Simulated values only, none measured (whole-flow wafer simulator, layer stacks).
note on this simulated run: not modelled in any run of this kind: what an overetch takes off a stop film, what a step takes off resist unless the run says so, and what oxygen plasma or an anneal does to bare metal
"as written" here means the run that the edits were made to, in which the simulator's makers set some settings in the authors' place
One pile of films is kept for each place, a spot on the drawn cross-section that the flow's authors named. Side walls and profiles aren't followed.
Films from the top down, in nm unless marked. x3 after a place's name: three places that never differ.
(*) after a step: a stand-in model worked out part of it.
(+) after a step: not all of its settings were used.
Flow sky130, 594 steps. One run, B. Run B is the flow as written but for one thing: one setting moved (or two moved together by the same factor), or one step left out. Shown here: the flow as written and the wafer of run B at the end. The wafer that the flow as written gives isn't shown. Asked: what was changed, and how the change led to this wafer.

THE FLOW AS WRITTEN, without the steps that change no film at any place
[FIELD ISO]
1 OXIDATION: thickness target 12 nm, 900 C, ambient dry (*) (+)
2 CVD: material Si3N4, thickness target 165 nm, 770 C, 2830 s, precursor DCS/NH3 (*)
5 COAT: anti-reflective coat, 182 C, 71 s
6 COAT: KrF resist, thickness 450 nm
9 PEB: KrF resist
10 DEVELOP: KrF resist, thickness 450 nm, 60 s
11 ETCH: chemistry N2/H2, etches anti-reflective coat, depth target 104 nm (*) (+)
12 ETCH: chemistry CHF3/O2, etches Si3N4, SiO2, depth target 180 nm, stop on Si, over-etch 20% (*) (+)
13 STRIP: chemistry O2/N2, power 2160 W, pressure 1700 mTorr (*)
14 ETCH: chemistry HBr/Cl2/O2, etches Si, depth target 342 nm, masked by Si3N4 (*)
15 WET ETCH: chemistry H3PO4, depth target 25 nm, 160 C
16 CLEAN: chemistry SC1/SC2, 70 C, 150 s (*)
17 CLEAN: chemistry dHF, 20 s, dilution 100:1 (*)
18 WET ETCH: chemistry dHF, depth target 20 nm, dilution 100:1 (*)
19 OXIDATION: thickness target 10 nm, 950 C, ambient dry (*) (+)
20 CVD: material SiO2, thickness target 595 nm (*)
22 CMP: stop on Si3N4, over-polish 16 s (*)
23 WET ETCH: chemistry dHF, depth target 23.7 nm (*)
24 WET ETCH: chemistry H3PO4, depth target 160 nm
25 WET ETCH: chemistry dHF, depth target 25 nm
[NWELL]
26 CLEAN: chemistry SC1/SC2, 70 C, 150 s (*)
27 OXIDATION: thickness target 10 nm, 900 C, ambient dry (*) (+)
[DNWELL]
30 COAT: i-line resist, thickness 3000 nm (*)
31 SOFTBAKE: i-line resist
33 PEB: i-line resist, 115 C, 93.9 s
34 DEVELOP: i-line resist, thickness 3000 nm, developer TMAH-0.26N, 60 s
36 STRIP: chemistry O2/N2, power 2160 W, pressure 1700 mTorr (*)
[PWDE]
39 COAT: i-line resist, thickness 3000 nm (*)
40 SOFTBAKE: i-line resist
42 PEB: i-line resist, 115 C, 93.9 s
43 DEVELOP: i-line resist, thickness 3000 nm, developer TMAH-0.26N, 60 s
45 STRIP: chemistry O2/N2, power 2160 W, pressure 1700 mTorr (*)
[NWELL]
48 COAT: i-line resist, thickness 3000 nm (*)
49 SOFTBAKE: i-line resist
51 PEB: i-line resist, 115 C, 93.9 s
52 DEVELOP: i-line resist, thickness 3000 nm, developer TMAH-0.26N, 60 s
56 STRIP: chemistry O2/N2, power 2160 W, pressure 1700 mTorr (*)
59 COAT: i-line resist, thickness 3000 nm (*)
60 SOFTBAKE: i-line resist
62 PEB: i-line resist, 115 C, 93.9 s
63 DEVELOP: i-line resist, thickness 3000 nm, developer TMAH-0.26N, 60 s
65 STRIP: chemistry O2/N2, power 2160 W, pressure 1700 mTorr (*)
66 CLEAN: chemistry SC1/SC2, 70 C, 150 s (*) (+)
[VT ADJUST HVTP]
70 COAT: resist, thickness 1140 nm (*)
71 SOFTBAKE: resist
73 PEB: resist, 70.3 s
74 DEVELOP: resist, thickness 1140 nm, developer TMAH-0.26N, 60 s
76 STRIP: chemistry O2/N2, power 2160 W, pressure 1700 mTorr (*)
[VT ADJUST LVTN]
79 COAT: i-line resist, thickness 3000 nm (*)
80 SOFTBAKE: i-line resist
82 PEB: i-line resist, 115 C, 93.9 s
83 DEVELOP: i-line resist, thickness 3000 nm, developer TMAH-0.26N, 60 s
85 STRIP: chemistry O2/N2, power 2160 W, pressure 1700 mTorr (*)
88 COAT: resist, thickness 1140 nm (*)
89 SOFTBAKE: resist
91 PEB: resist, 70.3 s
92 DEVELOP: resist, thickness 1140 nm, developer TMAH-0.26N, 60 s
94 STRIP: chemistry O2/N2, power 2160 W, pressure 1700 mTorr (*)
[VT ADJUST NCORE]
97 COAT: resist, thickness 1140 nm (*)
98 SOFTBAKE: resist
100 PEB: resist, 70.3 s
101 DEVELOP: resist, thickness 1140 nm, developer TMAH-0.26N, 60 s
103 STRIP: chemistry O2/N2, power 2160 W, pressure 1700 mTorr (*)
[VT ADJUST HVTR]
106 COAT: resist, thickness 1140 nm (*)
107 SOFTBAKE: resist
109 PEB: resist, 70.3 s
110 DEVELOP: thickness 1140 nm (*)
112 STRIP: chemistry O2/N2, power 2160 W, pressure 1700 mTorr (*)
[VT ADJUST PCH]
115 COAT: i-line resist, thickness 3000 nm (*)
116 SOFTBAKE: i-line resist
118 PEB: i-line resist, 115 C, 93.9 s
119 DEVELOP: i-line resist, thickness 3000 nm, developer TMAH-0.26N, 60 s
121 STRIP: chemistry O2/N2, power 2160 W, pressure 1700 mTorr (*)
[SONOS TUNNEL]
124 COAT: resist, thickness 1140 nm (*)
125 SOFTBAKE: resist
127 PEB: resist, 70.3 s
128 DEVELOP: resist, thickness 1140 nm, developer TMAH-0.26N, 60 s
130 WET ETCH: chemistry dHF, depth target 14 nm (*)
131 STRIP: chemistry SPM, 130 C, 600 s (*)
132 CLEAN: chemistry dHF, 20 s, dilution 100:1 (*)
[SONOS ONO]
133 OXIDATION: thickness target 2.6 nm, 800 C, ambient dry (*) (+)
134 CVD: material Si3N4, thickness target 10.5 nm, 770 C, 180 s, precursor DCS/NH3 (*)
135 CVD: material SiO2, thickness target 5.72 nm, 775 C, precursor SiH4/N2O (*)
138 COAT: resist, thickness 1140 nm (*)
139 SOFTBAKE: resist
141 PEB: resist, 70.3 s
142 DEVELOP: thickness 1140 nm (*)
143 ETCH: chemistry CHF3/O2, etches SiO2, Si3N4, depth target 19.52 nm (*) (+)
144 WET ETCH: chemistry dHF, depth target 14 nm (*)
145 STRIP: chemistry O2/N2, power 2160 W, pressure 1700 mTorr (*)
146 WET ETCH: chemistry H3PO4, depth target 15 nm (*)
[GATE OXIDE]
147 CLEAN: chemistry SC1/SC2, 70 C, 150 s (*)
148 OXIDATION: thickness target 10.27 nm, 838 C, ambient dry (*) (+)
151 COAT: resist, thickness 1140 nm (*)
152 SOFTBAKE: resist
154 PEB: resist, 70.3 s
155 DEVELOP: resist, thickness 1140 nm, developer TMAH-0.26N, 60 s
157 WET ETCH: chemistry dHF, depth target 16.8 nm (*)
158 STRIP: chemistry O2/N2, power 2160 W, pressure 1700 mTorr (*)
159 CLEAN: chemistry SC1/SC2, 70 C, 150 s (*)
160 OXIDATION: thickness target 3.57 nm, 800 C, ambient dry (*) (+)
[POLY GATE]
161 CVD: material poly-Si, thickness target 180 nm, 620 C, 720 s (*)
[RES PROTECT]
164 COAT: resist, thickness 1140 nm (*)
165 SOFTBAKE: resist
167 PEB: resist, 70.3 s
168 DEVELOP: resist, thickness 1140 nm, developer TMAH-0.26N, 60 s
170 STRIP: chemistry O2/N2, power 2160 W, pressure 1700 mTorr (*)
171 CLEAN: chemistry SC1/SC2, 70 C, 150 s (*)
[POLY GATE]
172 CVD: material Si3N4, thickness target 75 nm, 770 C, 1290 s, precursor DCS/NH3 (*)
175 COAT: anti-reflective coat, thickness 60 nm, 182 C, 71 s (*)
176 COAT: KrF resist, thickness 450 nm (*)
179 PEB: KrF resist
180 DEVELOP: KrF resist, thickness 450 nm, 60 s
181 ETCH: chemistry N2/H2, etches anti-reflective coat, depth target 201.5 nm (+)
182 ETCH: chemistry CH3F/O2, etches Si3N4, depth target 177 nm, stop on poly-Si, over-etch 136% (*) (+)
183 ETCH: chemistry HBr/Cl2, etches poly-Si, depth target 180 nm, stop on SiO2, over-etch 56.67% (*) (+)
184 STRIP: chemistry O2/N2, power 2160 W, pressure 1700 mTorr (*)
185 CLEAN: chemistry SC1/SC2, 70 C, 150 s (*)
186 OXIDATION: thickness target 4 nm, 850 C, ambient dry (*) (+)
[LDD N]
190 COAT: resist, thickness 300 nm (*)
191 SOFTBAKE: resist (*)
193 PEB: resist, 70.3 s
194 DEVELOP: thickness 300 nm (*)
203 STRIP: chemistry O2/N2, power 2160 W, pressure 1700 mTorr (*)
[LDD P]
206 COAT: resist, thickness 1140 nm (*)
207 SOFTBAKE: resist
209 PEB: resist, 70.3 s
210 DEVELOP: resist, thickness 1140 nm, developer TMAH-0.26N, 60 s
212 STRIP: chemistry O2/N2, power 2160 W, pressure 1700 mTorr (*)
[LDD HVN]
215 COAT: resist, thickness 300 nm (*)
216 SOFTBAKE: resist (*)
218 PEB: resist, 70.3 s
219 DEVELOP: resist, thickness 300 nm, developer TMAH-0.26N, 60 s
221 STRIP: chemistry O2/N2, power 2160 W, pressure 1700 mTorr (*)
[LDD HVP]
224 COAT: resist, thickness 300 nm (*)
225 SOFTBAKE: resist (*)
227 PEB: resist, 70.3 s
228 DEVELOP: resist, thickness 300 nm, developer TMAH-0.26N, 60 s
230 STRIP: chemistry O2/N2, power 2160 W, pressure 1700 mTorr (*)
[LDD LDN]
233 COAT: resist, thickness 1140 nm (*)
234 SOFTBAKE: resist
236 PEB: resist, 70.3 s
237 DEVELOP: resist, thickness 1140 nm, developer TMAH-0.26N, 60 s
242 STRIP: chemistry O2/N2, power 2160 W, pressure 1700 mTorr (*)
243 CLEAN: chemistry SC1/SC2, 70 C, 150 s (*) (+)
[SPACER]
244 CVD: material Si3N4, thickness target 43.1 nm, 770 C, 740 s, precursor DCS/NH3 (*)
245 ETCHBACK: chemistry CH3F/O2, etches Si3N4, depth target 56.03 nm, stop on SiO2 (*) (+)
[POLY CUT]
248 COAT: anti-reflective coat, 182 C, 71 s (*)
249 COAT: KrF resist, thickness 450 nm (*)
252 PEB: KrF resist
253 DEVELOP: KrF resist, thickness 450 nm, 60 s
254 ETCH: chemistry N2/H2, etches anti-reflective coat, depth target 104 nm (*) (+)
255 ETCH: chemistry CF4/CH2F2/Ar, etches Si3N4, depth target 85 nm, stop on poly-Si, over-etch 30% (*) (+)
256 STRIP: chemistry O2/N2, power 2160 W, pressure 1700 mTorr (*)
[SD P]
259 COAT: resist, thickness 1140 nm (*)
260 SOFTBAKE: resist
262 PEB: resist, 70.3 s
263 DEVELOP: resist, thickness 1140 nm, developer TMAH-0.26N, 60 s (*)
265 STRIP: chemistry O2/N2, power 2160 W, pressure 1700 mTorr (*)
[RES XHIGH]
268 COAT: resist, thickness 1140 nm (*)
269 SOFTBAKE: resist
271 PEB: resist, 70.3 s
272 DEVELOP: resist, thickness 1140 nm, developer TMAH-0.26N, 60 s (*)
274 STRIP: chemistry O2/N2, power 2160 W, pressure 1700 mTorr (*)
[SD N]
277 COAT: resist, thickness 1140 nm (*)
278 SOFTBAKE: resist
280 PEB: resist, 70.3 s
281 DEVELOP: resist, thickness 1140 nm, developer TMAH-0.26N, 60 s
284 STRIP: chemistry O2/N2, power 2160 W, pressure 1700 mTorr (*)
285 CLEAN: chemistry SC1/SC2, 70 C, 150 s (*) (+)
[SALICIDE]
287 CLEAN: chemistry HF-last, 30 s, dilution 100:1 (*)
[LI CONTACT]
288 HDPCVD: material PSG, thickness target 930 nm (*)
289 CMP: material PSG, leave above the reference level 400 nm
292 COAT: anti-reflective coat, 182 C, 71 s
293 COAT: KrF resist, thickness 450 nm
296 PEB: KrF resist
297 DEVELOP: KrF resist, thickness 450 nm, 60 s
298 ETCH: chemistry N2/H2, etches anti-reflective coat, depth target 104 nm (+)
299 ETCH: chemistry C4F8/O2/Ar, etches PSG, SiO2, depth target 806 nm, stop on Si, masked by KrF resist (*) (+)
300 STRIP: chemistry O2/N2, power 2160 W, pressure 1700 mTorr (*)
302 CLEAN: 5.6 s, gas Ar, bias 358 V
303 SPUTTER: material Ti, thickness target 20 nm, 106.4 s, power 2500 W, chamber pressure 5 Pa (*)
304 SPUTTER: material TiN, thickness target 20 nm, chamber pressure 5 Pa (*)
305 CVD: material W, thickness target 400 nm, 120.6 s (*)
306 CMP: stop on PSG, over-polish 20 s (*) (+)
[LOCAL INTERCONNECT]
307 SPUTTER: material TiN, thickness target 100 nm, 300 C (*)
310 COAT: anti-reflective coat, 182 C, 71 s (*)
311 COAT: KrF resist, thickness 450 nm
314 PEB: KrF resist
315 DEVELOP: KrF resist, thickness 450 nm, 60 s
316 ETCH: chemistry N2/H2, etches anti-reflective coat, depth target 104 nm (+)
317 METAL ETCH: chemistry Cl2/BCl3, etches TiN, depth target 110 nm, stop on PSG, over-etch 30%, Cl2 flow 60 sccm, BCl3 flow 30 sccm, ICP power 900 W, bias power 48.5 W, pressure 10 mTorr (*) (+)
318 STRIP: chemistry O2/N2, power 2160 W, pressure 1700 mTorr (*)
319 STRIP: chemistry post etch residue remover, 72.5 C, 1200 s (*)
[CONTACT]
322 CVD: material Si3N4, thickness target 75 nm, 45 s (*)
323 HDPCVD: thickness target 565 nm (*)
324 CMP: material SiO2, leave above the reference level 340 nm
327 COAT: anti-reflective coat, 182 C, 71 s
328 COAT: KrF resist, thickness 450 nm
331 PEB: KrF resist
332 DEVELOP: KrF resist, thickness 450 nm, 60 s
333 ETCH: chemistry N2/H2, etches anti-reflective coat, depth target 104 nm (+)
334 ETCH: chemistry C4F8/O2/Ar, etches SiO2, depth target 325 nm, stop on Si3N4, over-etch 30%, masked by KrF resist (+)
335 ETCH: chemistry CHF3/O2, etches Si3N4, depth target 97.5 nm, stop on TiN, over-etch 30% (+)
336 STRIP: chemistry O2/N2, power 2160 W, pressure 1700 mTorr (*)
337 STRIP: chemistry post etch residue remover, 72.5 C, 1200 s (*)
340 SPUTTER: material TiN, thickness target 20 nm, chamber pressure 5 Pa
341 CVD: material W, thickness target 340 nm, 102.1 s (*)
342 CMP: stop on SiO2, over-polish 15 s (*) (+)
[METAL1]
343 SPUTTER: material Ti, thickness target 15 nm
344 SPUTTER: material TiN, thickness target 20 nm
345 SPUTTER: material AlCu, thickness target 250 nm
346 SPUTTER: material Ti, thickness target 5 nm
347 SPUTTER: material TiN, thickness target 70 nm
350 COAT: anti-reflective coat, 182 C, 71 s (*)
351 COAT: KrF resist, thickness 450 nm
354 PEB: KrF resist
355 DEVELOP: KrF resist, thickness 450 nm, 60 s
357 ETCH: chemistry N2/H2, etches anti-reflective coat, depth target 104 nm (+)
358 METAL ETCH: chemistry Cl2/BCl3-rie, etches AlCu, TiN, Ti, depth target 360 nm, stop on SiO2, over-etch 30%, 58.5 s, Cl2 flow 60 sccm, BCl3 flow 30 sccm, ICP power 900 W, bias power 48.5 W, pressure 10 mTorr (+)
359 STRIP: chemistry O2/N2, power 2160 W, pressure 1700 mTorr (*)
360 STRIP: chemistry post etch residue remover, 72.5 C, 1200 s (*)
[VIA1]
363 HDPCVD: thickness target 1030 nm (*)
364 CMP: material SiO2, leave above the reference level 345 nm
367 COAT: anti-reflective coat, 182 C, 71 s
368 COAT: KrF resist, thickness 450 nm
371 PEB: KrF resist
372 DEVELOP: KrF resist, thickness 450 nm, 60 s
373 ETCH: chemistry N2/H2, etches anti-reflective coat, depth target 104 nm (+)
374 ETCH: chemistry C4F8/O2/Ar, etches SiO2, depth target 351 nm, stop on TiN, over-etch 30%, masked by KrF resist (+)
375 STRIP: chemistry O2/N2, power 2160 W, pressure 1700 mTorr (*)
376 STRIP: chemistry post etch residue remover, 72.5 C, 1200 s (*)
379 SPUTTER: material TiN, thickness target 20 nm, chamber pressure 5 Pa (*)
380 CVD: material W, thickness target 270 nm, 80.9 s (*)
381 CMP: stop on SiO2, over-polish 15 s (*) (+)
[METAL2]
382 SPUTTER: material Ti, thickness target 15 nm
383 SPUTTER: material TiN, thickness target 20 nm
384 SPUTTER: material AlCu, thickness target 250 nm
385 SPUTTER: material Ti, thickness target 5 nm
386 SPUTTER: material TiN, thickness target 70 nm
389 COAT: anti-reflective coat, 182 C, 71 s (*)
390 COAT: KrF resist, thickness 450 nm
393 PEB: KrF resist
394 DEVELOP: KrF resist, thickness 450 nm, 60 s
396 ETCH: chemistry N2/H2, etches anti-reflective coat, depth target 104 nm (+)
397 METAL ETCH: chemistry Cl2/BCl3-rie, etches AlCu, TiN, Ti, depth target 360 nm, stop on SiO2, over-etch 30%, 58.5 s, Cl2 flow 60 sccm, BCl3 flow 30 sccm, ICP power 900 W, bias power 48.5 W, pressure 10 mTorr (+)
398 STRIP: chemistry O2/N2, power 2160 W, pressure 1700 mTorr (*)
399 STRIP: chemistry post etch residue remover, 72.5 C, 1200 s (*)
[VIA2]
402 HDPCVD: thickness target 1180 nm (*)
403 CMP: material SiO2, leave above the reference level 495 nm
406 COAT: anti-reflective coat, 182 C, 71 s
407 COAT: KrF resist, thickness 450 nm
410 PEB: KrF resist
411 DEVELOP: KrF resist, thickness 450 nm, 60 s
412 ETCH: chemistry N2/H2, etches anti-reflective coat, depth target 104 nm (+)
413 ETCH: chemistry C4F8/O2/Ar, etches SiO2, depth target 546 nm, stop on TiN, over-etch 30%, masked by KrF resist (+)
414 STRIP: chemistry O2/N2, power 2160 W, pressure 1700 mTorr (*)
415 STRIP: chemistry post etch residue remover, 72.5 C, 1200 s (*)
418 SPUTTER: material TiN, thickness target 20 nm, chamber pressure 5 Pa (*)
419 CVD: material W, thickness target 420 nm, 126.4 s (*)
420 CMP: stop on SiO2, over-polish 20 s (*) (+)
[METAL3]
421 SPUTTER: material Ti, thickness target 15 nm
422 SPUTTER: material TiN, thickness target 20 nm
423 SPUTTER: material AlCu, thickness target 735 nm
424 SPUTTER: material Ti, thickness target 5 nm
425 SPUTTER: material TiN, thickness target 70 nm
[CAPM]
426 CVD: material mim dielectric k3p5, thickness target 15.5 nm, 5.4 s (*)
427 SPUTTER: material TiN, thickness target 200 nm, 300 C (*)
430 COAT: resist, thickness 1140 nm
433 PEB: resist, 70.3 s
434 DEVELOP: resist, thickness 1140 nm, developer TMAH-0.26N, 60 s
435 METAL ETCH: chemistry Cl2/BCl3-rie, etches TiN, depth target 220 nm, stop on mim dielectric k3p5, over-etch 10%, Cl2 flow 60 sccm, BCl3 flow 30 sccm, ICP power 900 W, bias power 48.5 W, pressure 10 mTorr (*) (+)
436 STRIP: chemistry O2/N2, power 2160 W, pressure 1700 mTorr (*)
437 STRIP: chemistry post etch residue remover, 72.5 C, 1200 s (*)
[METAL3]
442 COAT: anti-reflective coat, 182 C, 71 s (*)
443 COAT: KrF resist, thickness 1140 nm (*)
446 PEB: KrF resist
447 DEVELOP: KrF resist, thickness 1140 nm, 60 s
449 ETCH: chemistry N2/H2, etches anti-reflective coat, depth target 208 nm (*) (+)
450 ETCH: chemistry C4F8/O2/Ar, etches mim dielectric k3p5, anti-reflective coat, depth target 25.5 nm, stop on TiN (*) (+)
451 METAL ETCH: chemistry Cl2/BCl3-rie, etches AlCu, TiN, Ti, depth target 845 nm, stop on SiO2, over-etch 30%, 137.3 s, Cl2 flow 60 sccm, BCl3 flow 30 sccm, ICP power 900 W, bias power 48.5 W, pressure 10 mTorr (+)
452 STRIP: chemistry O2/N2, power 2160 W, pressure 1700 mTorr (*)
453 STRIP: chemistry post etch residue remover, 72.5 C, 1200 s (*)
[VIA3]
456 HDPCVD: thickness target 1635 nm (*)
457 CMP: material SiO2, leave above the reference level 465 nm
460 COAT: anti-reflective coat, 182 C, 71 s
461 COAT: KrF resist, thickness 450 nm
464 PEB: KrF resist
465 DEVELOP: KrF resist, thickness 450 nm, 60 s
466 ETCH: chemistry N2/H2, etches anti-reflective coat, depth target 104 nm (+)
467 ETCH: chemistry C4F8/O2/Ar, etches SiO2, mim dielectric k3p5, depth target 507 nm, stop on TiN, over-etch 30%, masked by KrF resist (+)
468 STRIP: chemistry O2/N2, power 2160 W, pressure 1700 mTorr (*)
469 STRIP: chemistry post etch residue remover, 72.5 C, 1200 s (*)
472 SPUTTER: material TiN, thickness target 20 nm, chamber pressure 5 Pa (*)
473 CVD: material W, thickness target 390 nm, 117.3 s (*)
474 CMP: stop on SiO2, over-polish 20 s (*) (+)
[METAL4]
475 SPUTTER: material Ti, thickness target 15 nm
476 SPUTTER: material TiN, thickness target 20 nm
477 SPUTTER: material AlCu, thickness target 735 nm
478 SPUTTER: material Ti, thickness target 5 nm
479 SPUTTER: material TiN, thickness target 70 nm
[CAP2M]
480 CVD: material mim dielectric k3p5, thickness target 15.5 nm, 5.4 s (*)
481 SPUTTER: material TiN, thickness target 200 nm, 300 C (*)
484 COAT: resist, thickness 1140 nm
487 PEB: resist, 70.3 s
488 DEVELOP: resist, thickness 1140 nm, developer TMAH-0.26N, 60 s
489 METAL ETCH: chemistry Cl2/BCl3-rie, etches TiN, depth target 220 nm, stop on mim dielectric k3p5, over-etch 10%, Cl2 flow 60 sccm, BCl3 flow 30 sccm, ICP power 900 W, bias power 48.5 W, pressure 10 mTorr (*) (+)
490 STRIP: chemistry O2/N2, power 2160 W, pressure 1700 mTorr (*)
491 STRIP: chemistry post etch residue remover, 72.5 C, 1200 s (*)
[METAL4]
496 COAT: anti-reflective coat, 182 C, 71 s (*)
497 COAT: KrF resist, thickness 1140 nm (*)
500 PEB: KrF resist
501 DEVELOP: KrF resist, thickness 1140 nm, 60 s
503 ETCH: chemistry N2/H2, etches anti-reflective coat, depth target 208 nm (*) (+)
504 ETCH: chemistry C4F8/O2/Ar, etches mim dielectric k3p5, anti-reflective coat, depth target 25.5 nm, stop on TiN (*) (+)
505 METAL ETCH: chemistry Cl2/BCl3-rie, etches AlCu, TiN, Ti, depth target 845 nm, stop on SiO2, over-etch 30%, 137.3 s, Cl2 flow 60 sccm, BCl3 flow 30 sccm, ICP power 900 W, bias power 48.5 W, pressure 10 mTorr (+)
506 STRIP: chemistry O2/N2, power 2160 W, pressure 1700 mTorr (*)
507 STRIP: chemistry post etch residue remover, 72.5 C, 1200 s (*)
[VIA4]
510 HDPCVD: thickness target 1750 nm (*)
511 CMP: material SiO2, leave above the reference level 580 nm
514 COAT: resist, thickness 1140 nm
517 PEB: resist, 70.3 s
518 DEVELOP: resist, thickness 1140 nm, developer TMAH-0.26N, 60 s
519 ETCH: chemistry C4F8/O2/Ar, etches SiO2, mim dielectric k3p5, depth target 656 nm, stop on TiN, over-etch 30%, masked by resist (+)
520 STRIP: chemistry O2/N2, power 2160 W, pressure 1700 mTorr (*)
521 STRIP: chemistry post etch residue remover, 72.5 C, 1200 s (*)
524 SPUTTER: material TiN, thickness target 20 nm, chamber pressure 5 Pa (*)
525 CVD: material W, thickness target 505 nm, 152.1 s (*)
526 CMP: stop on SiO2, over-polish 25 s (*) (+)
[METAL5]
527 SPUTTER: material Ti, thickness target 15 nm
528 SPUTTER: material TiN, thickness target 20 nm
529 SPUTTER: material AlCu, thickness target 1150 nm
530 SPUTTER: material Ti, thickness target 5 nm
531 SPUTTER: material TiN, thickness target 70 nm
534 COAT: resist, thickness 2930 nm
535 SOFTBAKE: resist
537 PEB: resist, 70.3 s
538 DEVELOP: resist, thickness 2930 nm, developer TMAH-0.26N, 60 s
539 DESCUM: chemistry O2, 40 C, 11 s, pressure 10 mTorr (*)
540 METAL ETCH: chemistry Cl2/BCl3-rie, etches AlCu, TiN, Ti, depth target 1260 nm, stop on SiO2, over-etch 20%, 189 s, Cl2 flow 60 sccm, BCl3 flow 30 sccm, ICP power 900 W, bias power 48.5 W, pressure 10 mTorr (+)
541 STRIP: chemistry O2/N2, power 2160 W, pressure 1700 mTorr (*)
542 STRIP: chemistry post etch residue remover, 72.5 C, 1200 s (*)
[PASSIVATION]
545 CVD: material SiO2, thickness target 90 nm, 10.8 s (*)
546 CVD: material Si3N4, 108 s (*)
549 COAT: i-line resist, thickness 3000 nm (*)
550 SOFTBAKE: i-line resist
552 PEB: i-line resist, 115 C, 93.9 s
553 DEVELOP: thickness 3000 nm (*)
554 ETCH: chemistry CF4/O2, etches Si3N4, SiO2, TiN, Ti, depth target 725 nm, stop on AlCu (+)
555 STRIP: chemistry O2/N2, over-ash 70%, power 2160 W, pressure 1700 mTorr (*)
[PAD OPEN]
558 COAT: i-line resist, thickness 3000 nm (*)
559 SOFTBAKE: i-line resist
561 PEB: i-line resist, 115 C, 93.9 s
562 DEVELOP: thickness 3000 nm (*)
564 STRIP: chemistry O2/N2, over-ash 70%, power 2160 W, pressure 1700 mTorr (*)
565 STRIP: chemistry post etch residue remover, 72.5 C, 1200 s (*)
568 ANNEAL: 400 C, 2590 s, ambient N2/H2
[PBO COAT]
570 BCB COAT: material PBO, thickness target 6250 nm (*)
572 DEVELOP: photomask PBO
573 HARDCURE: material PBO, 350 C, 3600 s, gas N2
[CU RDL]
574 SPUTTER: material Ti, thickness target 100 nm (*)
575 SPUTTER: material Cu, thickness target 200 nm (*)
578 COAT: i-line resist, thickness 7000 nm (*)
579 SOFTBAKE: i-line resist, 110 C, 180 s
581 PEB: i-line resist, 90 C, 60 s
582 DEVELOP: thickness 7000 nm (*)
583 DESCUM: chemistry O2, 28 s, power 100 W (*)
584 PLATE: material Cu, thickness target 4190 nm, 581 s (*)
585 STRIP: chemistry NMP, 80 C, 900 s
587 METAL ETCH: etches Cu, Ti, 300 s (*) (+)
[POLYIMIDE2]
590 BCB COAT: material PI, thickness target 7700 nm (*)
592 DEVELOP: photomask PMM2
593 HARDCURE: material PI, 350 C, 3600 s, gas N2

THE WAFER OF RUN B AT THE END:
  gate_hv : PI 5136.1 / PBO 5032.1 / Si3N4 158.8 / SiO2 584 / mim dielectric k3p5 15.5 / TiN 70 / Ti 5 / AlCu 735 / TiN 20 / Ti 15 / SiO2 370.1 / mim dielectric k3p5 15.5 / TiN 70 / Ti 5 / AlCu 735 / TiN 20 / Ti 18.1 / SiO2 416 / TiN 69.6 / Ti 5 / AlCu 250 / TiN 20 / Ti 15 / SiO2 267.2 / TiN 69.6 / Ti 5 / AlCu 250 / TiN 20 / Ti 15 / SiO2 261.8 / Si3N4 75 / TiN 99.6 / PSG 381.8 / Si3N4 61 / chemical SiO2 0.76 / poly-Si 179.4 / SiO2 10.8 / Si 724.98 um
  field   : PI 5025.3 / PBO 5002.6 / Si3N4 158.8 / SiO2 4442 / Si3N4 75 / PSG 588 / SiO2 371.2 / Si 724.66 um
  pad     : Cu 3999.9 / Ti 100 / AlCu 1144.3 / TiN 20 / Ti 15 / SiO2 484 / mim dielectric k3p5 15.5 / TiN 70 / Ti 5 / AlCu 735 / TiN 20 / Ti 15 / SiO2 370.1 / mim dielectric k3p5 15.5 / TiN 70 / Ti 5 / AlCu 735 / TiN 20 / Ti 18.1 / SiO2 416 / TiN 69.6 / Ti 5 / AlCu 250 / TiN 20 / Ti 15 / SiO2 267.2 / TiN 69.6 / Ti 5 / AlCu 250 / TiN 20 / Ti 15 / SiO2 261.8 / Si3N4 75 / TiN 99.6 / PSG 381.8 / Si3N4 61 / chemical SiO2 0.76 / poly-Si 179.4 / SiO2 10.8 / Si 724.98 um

The cause: step 421, SPUTTER: thickness target 18.1 nm was run, where the flow has thickness target 15 nm.
It can be read off the wafer: gate_hv has Ti 18.1, and step 421 as written asks for 15 nm.

How the change led to this, step by step:
  421 SPUTTER: material Ti, thickness target 15 nm
      field, active, n_well and 188 more: Ti +18.1 (new film) (as written it would be: Ti +15 (new film))
  451 METAL ETCH: chemistry Cl2/BCl3-rie, etches AlCu, TiN, Ti, depth target 845 nm, stop on SiO2, over-etch 30%, 137.3 s, Cl2 flow 60 sccm, BCl3 flow 30 sccm, ICP power 900 W, bias power 48.5 W, pressure 10 mTorr (+)
      field, gate, spacer and 68 more: TiN -70 (all of it), Ti -5 (all of it), AlCu -735 (all of it), TiN -20 (all of it), Ti -18.1 (all of it), SiO2 -25 (as written it would be: TiN -70 (all of it), Ti -5 (all of it), AlCu -735 (all of it), TiN -20 (all of it), Ti -15 (all of it), SiO2 -25.4)
      active, vpp_ln, vpp_iso2 and 11 more: TiN -70 (all of it), Ti -5 (all of it), AlCu -735 (all of it), TiN -20 (all of it), Ti -18.1 (all of it), SiO2 -25 (as written it would be: TiN -70 (all of it), Ti -5 (all of it), AlCu -735 (all of it), TiN -20 (all of it), Ti -15 (all of it), SiO2 -25.3)
